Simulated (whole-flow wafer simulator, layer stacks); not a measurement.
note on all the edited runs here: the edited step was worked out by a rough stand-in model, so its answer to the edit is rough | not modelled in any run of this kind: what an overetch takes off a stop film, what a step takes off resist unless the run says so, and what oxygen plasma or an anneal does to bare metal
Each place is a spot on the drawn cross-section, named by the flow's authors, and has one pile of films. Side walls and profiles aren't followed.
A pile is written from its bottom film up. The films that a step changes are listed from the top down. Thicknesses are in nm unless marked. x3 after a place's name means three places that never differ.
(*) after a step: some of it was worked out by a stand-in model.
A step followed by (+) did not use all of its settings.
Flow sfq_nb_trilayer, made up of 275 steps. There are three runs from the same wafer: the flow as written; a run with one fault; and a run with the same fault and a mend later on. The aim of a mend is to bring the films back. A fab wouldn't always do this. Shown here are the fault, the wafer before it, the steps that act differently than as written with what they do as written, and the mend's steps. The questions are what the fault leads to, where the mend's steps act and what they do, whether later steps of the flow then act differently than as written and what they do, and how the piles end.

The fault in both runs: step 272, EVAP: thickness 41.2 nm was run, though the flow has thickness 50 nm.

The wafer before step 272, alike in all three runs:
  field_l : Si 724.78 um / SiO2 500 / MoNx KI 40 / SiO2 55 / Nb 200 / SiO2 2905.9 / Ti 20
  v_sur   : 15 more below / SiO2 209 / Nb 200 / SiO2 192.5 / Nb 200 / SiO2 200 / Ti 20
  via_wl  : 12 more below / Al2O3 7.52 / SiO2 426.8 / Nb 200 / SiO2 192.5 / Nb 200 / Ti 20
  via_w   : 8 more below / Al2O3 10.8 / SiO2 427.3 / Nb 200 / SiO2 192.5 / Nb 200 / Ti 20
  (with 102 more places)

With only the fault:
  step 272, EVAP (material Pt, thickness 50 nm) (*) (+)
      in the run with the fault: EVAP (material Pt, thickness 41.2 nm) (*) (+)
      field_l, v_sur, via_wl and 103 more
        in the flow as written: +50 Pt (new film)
        in the run with the fault: +41.2 Pt (new film)
  Steps later in the flow that act otherwise than as written:
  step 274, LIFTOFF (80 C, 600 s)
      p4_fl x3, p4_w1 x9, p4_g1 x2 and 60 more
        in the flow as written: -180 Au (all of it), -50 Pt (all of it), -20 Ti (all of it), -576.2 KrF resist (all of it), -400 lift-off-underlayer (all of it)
        in the run with the fault: -180 Au (all of it), -41.2 Pt (all of it), -20 Ti (all of it), -576.2 KrF resist (all of it), -400 lift-off-underlayer (all of it)
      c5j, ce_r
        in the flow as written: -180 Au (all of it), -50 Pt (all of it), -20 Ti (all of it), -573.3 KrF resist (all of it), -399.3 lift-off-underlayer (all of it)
        in the run with the fault: -180 Au (all of it), -41.2 Pt (all of it), -20 Ti (all of it), -573.3 KrF resist (all of it), -399.3 lift-off-underlayer (all of it)
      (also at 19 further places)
  At field_l, v_sur, via_wl and 8 more, the piles at the end differ from the flow's by more than 2% or 0.5 nm, whichever is larger.
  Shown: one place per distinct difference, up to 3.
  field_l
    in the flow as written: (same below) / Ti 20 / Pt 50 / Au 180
    in the run with the fault: (same below) / Ti 20 / Pt 41.2 / Au 180

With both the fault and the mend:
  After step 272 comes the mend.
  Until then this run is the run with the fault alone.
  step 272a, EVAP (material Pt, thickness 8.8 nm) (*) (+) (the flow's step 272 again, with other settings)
      field_l, v_sur, via_wl and 103 more
        +8.8 Pt
  Later steps of the flow that are run all act as written at every place that is followed.
  By the end, the piles equal the flow's at every place that both follow.
